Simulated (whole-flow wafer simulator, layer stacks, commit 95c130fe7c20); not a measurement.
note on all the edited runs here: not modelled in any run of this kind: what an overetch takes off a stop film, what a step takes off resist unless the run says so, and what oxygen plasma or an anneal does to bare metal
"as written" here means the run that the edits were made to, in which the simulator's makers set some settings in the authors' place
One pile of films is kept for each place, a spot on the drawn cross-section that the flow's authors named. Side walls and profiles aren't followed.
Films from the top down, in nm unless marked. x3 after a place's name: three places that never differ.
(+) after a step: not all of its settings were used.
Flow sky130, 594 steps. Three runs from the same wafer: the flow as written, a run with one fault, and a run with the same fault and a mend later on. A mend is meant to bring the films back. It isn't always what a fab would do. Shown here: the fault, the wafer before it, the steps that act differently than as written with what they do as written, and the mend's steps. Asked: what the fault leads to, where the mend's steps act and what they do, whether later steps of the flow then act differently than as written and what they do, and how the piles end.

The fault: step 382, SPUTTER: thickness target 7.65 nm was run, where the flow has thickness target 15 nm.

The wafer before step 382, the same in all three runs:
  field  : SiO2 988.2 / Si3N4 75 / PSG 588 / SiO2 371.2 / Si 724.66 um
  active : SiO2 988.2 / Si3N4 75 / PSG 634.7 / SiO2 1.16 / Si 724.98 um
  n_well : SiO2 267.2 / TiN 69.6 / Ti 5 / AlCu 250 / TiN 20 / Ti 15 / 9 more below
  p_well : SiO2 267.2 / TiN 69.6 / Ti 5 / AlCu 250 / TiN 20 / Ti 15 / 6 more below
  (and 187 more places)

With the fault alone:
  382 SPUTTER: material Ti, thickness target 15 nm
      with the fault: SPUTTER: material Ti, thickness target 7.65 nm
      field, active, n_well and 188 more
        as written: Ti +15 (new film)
        with the fault: Ti +7.65 (new film)
  Later steps of the flow that act differently than as written (13 more steps differ only slightly, by at most 2% or 0.5 nm, whichever is larger, and aren't shown):
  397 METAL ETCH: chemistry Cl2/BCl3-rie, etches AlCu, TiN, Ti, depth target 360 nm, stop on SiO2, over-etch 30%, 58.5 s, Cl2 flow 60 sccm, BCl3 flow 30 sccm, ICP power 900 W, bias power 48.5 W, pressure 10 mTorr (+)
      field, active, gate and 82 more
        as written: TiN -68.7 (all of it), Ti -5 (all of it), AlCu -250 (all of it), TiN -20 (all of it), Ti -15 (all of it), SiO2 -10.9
        with the fault: TiN -68.7 (all of it), Ti -5 (all of it), AlCu -250 (all of it), TiN -20 (all of it), Ti -7.65 (all of it), SiO2 -11.7
  At the end the piles differ from the flow's by more than 2% or 0.5 nm, whichever is larger, at n_well, p_well, gate_hv and 103 more.
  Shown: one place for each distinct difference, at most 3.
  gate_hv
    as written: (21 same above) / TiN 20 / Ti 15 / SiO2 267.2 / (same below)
    with the fault: (21 same above) / TiN 20 / Ti 7.65 / SiO2 267.2 / (same below)
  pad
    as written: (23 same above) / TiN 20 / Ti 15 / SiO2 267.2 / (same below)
    with the fault: (23 same above) / TiN 20 / Ti 7.65 / SiO2 267.2 / (same below)
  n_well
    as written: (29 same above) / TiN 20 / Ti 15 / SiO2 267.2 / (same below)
    with the fault: (29 same above) / TiN 20 / Ti 7.65 / SiO2 267.2 / (same below)

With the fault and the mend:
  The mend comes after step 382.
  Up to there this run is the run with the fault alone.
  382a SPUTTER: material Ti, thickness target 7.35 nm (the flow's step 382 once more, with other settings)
      field, active, n_well and 188 more
        Ti +7.35
  No later step of the flow acts differently than as written at any place that is followed.
  At the end the piles are the same as the flow's at every place that both follow.
